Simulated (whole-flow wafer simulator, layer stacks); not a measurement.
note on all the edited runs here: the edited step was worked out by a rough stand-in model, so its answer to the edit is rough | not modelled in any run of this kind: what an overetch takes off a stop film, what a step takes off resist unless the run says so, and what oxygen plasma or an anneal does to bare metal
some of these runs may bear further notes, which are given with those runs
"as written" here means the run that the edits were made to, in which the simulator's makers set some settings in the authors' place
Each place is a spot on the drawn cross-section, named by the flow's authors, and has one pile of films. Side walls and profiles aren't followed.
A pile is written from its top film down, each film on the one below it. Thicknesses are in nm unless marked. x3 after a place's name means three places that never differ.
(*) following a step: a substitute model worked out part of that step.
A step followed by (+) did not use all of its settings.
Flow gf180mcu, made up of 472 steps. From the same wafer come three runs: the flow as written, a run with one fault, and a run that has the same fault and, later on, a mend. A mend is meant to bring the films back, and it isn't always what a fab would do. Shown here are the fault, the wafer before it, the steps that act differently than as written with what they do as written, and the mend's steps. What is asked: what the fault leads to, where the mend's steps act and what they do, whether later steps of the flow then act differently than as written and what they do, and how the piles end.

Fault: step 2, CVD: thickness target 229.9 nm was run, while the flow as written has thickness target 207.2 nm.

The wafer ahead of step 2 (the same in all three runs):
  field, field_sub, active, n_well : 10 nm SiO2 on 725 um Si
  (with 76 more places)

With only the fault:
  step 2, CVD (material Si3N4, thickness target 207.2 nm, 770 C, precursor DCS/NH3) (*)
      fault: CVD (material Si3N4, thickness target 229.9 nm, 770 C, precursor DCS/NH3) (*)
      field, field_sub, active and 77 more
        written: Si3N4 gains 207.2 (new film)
        fault: Si3N4 gains 229.9 (new film)
  Later steps of the flow acting differently than as written (89 more steps, not shown, differ only slightly: by at most 2% or 0.5 nm, whichever is larger):
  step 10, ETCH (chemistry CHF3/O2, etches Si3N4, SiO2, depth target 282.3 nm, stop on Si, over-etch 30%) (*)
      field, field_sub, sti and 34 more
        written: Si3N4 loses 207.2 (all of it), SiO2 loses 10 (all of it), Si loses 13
        fault: Si3N4 loses 229.9 (all of it), SiO2 loses 10 (all of it), Si loses 8.47
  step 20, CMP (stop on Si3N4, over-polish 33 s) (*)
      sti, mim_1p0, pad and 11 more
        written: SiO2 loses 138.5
        fault: SiO2 loses 115.7
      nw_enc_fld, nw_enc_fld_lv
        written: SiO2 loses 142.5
        fault: SiO2 loses 119.7
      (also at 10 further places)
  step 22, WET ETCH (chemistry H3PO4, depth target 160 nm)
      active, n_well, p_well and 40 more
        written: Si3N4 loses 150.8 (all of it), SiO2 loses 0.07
        fault: Si3N4 loses 160.1
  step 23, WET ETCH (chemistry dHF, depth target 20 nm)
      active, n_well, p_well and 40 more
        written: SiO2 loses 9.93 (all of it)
        fault: Si3N4 loses 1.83
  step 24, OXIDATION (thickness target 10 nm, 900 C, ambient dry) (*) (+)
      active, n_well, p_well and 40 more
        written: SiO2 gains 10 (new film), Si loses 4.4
        fault: nothing
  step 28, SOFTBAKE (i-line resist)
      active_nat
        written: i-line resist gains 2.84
        fault: i-line resist gains 3.4
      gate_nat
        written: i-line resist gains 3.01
        fault: i-line resist gains 3.6
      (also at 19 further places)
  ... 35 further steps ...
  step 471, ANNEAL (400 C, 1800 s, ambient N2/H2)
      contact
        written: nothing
        fault: under 49 films: void gains 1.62 (new film), Ti loses 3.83, TiSi first gains 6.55 (new film), Si loses 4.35
  By the end, the piles at field__w8, active, n_well and 56 more depart from the flow's by more than 2% or 0.5 nm, whichever is larger.
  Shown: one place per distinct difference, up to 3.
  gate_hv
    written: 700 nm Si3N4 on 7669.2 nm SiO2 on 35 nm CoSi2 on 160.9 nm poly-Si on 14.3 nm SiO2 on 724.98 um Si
    fault: 700 nm Si3N4 on 7682.3 nm SiO2 on 35 nm CoSi2 on 160.9 nm poly-Si on 8.65 nm Si3N4 on 10 nm SiO2 on 725 um Si
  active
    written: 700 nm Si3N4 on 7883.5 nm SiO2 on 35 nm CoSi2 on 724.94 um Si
    fault: 700 nm Si3N4 on 7883.4 nm SiO2 on 3.38 nm Si3N4 on 10 nm SiO2 on 725 um Si
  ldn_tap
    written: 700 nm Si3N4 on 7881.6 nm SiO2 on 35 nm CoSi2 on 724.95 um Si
    fault: 700 nm Si3N4 on 7881.9 nm SiO2 on 4.87 nm Si3N4 on 10 nm SiO2 on 725 um Si

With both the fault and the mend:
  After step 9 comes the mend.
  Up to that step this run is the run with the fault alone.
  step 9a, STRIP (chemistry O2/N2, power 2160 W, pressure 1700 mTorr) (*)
      active, n_well, p_well and 40 more
        KrF resist loses 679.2 (all of it)
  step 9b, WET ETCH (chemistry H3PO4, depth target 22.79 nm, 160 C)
      field, field_sub, active and 77 more
        Si3N4 loses 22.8
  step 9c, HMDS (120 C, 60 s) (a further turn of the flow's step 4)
      alters no film at any place that is followed
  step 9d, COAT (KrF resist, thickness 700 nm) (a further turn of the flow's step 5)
      field, field_sub, active and 77 more
        KrF resist gains 700 (new film)
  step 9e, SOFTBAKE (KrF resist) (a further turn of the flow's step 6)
      alters no film at any place that is followed
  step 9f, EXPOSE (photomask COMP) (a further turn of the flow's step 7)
      alters no film at any place that is followed
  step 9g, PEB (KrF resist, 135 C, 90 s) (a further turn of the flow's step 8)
      field, field_sub, active and 77 more
        KrF resist loses 5.85
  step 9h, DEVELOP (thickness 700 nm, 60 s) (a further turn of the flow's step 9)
      active, n_well, p_well and 40 more
        KrF resist loses 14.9
      field, field_sub, sti and 34 more
        KrF resist loses 694.2 (all of it)
  Every later step of the flow that is run acts as written, at every place that is followed, to within 2% or 0.5 nm, whichever is larger.
  By the end, the piles equal the flow's at every place that both follow.
